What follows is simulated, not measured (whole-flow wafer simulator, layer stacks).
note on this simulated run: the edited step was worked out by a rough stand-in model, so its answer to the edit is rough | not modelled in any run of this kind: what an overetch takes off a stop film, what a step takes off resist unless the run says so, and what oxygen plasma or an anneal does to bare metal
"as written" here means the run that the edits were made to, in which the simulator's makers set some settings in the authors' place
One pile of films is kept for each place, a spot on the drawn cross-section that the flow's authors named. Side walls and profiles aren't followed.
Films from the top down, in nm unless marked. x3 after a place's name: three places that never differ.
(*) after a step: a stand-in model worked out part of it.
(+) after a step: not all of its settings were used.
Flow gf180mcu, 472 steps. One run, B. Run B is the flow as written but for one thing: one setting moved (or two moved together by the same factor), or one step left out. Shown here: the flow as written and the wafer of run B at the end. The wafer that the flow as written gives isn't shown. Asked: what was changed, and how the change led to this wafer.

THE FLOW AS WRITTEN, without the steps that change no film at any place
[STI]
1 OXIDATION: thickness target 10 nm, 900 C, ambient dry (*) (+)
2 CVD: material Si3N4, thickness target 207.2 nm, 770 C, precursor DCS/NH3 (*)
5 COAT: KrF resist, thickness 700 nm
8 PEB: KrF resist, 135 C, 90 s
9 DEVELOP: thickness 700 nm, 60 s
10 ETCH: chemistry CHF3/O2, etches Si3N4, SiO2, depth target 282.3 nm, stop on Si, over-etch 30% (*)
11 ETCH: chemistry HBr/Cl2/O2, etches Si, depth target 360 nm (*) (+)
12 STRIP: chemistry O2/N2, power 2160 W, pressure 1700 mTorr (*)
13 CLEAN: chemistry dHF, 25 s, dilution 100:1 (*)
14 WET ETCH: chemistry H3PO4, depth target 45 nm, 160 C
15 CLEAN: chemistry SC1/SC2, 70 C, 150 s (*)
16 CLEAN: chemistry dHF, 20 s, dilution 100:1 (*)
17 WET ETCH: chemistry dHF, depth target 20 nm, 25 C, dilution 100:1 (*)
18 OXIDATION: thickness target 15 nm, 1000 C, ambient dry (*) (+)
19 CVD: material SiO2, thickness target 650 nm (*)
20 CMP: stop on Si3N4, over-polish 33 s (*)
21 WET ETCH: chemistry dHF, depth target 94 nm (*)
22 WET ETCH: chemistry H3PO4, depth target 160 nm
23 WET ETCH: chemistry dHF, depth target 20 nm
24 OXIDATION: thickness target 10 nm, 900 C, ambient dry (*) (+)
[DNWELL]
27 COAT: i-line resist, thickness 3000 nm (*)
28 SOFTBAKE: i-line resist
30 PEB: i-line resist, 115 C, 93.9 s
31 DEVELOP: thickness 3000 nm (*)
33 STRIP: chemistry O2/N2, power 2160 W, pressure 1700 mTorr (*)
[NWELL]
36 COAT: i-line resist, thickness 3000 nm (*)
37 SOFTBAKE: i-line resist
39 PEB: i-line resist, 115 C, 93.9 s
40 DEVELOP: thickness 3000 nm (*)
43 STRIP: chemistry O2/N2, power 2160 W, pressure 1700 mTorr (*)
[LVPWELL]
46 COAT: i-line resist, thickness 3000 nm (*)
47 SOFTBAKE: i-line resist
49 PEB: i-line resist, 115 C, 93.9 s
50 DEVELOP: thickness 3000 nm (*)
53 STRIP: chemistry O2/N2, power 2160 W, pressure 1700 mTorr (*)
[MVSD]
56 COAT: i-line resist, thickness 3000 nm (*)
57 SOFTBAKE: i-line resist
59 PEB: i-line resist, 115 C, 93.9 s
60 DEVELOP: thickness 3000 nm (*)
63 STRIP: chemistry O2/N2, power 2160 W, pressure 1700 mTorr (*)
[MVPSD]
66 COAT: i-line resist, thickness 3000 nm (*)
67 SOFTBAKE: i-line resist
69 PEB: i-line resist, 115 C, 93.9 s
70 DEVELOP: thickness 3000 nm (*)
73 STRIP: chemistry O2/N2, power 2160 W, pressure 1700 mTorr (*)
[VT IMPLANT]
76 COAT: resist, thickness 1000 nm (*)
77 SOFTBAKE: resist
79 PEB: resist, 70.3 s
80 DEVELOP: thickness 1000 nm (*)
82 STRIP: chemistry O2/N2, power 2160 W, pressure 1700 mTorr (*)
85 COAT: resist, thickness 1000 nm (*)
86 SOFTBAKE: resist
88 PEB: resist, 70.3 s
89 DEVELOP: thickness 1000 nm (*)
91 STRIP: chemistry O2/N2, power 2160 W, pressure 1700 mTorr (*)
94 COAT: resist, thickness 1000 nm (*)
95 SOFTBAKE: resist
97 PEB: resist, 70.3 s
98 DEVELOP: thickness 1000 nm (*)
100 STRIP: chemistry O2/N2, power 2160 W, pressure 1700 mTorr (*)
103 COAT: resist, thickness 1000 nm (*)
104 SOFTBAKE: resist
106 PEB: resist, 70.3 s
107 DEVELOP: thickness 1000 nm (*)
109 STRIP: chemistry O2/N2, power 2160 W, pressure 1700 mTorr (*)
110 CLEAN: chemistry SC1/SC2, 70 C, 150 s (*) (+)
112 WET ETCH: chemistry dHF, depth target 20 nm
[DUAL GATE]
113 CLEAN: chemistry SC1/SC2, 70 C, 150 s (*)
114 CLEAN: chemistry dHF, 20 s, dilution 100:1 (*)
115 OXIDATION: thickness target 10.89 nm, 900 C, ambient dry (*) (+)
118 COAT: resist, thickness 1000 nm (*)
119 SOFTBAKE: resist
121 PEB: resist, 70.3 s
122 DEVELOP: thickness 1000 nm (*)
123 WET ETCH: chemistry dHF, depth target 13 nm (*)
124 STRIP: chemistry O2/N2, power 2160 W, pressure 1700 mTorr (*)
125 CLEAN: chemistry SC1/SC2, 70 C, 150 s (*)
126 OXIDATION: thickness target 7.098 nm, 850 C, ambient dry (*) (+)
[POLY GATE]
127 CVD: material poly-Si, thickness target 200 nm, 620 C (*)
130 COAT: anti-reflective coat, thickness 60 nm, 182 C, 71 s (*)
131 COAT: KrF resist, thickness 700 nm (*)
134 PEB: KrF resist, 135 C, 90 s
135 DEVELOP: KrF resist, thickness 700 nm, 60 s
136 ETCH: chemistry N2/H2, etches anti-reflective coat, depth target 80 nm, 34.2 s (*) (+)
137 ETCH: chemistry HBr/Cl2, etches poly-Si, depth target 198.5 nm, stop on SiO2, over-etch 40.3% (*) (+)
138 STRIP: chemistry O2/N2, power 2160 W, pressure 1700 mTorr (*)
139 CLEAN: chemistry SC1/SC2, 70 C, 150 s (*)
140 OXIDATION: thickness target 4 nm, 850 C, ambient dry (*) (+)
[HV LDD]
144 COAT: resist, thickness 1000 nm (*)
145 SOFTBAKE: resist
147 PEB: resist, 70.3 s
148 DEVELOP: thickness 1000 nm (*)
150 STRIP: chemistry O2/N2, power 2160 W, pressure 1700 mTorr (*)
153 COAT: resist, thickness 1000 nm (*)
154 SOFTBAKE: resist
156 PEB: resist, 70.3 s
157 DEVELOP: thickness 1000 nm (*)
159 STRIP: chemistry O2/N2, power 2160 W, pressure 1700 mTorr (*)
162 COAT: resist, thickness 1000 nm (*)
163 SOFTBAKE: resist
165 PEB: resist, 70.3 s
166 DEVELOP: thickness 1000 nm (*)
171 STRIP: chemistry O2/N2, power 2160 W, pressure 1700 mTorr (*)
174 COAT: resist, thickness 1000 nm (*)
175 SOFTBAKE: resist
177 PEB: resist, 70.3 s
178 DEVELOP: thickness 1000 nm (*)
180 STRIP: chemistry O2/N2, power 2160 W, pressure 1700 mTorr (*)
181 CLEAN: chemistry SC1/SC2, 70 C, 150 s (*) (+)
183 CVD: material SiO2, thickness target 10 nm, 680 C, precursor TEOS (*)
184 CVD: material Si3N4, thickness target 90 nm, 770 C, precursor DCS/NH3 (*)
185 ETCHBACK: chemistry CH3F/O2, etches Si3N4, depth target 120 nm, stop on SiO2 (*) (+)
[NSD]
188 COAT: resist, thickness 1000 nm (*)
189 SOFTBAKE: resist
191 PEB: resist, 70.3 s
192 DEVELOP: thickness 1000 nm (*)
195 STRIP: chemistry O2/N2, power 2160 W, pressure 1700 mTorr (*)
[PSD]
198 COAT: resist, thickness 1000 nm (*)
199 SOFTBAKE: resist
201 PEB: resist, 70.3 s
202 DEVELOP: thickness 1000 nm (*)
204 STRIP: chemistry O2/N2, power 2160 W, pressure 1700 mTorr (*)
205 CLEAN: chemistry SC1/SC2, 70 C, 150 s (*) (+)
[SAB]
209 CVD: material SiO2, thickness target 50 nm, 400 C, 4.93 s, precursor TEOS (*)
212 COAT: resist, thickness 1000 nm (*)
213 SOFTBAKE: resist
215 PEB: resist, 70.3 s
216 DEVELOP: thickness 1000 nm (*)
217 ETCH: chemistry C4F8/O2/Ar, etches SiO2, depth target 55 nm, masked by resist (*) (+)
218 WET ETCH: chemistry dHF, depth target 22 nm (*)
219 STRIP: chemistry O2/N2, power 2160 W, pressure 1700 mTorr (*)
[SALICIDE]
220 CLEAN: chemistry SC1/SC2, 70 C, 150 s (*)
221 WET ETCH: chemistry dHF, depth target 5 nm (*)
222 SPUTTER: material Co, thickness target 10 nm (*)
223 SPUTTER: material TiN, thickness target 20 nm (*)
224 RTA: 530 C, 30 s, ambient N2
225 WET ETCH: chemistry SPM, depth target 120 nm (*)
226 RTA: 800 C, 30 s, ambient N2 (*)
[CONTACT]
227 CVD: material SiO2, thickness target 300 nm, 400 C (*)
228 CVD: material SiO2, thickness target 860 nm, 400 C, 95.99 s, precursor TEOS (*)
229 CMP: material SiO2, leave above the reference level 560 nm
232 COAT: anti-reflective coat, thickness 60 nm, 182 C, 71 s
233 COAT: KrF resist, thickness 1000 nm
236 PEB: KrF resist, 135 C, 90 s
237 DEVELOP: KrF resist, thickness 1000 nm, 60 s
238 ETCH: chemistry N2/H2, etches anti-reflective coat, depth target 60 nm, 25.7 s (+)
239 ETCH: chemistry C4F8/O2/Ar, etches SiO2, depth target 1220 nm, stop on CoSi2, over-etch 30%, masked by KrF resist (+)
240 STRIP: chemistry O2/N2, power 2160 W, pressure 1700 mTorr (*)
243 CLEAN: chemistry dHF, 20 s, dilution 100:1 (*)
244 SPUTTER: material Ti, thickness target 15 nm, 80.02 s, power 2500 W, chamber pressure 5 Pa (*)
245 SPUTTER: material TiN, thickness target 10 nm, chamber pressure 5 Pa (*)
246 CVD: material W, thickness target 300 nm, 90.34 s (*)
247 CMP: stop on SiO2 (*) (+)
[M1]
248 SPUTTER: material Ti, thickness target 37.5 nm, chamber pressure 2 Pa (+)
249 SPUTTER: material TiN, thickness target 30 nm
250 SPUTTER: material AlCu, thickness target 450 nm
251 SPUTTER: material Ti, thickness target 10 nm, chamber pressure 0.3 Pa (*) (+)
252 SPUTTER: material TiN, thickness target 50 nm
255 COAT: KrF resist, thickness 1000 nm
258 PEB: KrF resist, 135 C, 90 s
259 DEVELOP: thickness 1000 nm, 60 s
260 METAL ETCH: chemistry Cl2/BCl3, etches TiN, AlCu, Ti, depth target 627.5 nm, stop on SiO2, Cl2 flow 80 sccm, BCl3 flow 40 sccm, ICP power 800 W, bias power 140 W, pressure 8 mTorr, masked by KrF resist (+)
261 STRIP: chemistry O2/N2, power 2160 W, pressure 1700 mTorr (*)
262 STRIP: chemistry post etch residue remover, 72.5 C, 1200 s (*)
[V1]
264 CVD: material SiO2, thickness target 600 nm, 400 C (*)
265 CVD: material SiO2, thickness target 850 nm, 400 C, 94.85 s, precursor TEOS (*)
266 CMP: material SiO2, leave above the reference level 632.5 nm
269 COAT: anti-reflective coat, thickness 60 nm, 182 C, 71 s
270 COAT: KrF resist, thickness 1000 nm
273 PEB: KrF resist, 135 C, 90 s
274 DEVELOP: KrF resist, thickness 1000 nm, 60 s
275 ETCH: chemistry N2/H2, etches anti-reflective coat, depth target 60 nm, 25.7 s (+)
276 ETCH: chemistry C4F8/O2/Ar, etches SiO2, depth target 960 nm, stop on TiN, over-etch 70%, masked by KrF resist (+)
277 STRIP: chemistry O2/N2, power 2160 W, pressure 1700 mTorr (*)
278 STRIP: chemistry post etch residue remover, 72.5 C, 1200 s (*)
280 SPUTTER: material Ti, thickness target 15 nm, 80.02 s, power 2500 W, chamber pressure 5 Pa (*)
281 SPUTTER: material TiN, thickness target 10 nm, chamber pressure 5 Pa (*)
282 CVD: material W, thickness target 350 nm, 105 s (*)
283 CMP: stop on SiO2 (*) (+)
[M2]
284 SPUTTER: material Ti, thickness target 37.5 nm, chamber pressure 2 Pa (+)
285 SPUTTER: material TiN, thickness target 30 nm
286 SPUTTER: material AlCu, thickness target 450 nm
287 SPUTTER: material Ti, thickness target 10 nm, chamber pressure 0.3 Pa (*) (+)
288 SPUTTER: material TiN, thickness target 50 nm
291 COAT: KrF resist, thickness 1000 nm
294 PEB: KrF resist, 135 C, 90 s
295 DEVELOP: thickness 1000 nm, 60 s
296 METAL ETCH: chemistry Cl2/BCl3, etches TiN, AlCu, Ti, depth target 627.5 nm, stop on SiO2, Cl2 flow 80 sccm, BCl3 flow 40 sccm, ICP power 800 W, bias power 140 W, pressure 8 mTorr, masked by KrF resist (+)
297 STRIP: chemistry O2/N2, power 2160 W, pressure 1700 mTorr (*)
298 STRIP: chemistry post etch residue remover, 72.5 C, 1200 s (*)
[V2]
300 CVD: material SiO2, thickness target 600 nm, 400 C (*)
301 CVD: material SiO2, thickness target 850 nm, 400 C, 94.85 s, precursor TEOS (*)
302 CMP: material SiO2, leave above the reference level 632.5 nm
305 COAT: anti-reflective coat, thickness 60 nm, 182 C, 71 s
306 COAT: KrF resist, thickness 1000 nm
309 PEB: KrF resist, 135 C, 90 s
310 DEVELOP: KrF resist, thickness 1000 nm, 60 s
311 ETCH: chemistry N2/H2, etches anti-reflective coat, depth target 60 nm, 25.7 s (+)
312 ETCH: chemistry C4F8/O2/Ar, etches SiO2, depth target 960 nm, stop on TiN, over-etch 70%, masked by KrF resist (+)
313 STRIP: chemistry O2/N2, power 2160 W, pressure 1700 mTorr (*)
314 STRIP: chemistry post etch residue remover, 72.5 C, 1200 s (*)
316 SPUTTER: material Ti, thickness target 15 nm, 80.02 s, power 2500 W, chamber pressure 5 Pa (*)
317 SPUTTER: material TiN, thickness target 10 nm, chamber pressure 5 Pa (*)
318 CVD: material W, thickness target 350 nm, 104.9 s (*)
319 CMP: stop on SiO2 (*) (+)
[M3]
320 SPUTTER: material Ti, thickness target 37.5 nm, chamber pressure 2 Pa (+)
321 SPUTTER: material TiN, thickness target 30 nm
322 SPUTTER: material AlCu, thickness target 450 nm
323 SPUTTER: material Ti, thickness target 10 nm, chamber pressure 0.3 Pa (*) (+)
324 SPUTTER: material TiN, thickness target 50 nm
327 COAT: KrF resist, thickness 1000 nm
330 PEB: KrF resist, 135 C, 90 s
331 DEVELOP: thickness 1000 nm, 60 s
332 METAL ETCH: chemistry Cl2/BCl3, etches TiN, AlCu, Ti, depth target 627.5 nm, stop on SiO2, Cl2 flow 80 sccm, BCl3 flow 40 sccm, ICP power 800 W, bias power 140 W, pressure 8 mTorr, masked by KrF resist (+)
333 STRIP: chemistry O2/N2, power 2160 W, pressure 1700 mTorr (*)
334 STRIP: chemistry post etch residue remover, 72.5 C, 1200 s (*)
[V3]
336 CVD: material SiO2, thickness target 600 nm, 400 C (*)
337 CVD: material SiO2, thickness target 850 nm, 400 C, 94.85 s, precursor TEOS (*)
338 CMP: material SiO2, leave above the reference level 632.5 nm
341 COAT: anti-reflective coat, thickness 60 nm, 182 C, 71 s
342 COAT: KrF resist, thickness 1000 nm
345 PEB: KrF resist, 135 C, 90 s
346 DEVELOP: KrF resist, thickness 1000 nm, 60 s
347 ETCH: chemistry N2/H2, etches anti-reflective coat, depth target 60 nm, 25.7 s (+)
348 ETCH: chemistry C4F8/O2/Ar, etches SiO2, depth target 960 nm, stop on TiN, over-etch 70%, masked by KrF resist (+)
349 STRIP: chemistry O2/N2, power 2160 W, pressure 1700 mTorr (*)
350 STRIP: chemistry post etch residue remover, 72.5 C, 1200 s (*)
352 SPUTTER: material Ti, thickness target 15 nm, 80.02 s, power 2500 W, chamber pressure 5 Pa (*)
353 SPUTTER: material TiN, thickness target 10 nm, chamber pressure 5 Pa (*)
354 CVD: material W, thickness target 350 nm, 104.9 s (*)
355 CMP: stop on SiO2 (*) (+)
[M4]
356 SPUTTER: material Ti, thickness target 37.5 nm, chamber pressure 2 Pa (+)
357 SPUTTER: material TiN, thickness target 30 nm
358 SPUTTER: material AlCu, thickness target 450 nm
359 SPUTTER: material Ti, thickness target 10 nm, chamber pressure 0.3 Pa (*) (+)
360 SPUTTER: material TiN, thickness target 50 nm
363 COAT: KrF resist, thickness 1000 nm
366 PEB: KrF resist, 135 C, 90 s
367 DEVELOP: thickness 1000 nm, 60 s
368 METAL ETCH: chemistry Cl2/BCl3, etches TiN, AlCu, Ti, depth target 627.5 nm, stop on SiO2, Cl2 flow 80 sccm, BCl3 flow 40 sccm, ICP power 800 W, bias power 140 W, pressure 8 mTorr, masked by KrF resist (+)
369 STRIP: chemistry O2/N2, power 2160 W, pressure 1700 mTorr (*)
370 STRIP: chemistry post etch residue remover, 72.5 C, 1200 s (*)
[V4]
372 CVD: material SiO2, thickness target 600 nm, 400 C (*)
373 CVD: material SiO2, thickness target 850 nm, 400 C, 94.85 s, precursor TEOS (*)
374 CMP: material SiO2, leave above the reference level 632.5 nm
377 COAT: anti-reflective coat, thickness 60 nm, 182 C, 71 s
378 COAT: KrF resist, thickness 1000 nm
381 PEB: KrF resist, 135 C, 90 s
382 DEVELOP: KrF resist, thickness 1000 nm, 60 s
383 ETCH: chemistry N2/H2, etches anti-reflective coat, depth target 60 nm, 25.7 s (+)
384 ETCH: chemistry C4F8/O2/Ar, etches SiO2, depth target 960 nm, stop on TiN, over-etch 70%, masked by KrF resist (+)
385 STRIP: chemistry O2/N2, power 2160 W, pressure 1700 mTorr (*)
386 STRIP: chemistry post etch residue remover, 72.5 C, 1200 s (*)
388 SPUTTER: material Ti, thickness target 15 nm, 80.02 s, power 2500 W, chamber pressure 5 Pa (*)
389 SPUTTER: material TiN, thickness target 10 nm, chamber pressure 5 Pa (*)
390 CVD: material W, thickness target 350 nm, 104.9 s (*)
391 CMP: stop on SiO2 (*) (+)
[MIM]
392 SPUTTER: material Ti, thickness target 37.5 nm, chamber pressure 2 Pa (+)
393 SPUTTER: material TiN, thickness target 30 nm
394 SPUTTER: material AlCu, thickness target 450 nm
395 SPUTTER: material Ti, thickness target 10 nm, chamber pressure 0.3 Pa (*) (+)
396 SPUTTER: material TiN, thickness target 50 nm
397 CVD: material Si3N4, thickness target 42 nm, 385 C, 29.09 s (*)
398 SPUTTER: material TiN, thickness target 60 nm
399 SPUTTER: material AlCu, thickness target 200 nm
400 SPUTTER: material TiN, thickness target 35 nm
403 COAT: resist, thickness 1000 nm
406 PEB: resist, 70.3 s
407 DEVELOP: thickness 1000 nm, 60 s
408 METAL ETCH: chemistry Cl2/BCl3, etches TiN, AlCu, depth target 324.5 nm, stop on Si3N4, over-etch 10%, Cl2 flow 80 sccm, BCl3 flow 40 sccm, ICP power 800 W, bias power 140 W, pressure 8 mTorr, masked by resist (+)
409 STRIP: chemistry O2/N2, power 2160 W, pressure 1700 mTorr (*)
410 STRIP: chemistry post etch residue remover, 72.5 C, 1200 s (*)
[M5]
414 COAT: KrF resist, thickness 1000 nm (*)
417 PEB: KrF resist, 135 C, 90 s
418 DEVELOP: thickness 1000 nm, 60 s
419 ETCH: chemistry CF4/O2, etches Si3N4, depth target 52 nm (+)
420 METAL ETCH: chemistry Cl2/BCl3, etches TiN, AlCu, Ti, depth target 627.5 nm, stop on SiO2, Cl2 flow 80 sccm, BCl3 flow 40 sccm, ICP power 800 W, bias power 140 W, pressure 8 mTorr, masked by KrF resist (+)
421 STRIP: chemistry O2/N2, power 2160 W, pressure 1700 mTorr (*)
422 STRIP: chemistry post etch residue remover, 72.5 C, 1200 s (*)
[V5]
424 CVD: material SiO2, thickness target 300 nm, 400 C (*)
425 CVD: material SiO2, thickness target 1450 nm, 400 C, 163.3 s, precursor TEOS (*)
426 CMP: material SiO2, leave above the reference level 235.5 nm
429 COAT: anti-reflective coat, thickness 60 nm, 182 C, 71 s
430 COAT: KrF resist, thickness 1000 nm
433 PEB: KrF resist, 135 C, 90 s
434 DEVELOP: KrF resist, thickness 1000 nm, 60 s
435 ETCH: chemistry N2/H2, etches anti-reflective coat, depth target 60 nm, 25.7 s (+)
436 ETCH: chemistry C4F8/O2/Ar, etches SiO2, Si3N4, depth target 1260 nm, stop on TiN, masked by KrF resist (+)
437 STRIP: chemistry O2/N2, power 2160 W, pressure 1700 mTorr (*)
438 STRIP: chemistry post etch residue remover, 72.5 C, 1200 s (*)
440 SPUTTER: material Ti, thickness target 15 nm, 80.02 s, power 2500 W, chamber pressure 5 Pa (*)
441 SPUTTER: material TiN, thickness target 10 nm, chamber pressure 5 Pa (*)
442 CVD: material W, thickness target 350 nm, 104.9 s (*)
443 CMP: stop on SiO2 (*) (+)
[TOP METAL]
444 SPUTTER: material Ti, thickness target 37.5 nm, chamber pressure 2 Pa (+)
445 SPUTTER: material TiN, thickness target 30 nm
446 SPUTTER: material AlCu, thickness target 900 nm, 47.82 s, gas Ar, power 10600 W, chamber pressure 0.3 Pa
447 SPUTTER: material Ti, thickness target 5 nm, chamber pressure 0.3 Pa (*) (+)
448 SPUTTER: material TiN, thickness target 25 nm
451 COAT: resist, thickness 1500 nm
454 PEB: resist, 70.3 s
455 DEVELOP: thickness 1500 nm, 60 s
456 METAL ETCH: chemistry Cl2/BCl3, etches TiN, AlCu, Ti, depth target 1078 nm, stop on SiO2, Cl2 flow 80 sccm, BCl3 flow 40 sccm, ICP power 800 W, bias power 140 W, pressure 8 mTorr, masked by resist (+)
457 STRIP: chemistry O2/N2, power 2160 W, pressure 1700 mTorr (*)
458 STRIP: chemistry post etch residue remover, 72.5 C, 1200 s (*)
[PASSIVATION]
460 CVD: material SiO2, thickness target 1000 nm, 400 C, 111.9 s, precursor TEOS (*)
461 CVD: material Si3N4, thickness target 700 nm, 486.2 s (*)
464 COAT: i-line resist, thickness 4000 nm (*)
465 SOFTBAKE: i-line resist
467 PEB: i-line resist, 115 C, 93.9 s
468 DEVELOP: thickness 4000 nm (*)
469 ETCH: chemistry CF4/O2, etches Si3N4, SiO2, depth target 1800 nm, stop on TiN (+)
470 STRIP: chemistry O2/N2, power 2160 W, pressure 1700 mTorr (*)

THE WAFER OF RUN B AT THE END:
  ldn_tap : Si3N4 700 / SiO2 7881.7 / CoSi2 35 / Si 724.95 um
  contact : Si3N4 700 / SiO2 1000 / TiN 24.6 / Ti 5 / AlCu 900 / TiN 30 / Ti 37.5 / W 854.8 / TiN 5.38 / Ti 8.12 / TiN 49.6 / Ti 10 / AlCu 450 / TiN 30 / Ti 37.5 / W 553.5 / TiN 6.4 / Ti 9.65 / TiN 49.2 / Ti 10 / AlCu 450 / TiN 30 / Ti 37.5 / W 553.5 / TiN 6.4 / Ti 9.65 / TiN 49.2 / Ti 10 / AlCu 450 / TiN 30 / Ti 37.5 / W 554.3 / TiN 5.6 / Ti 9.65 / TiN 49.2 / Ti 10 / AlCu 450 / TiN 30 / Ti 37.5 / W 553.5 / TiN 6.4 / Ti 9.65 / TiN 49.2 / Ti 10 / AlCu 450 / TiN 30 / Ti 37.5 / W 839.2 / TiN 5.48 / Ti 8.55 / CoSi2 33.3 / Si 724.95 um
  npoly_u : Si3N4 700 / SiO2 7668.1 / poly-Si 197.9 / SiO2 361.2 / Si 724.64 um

The cause: step 317, SPUTTER: thickness target 8.75 nm was run, where the flow has thickness target 10 nm.

How the change led to this, step by step:
  317 SPUTTER: material TiN, thickness target 10 nm, chamber pressure 5 Pa (*)
      field, field__w1, field__w2 and 107 more: TiN +8.75 (new film) (as written it would be: TiN +10 (new film))
      contact: TiN +5.6 (new film) (as written it would be: TiN +6.4 (new film))
  319 CMP: stop on SiO2 (*) (+)
      field, field__w1, field__w2 and 107 more: W -350 (all of it), TiN -8.75 (all of it), Ti -15 (all of it), SiO2 -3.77 (as written it would be: W -350 (all of it), TiN -10 (all of it), Ti -15 (all of it), SiO2 -3.78)
